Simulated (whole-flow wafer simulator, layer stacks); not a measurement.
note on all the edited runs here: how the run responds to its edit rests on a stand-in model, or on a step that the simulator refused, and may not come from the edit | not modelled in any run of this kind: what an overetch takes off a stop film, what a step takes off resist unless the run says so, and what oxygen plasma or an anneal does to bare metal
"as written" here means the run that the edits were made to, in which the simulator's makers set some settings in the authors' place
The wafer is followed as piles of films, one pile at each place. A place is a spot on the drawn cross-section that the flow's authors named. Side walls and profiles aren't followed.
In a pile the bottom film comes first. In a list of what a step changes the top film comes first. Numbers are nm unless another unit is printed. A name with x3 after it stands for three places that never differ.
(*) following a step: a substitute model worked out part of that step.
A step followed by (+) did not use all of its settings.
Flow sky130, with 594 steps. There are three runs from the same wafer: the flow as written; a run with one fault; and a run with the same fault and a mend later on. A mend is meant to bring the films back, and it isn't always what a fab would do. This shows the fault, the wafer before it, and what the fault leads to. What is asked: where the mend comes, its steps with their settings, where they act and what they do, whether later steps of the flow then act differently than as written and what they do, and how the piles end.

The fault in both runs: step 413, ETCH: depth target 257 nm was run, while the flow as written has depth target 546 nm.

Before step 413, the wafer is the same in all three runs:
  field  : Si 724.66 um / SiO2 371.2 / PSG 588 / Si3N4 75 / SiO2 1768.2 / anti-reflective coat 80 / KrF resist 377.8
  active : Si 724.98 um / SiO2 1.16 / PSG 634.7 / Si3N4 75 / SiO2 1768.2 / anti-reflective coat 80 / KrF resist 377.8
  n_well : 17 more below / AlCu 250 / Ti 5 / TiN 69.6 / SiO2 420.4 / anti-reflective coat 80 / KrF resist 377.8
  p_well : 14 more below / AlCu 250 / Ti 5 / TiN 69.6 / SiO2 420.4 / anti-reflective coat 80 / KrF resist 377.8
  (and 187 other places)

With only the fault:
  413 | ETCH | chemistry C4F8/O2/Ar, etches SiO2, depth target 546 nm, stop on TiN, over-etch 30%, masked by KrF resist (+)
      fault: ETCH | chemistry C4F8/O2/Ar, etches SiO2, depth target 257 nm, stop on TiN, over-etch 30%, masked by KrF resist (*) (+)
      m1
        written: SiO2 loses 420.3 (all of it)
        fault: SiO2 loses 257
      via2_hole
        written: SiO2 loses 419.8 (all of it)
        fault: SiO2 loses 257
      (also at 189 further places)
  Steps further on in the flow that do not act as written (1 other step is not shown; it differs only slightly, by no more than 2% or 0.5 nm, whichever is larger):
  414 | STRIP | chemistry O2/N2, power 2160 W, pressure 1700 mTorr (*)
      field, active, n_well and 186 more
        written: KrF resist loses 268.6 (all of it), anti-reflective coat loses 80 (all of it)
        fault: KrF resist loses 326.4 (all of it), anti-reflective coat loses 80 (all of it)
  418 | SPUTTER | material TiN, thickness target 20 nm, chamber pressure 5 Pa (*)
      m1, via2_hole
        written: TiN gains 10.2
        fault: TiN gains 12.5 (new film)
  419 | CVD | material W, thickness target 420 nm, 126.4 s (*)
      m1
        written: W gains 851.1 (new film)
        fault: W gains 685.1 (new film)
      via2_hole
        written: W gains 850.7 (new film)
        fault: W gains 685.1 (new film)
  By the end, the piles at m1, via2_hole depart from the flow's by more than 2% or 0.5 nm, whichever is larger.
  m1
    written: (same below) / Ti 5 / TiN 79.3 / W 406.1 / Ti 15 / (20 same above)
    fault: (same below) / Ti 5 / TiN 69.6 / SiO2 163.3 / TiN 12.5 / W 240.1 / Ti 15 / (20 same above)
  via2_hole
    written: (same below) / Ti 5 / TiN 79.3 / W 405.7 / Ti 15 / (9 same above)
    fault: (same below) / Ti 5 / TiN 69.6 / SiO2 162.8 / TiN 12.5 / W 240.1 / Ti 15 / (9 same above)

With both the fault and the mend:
  The mend follows step 413.
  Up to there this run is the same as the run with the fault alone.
  413a | ETCH | chemistry C4F8/O2/Ar, etches SiO2, depth target 289 nm, stop on TiN, over-etch 30%, masked by KrF resist (+) (the flow's step 413 again, with other settings)
      field, active, n_well and 186 more
        KrF resist loses 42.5
      m1
        SiO2 loses 163.3 (all of it)
      via2_hole
        SiO2 loses 162.8 (all of it)
  Steps further on in the flow that do not act as written:
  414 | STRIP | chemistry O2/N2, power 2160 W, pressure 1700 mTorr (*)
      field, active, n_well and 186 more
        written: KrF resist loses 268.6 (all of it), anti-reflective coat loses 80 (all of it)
        mend: KrF resist loses 284 (all of it), anti-reflective coat loses 80 (all of it)
  The piles end the same as the flow's at every place that both follow.
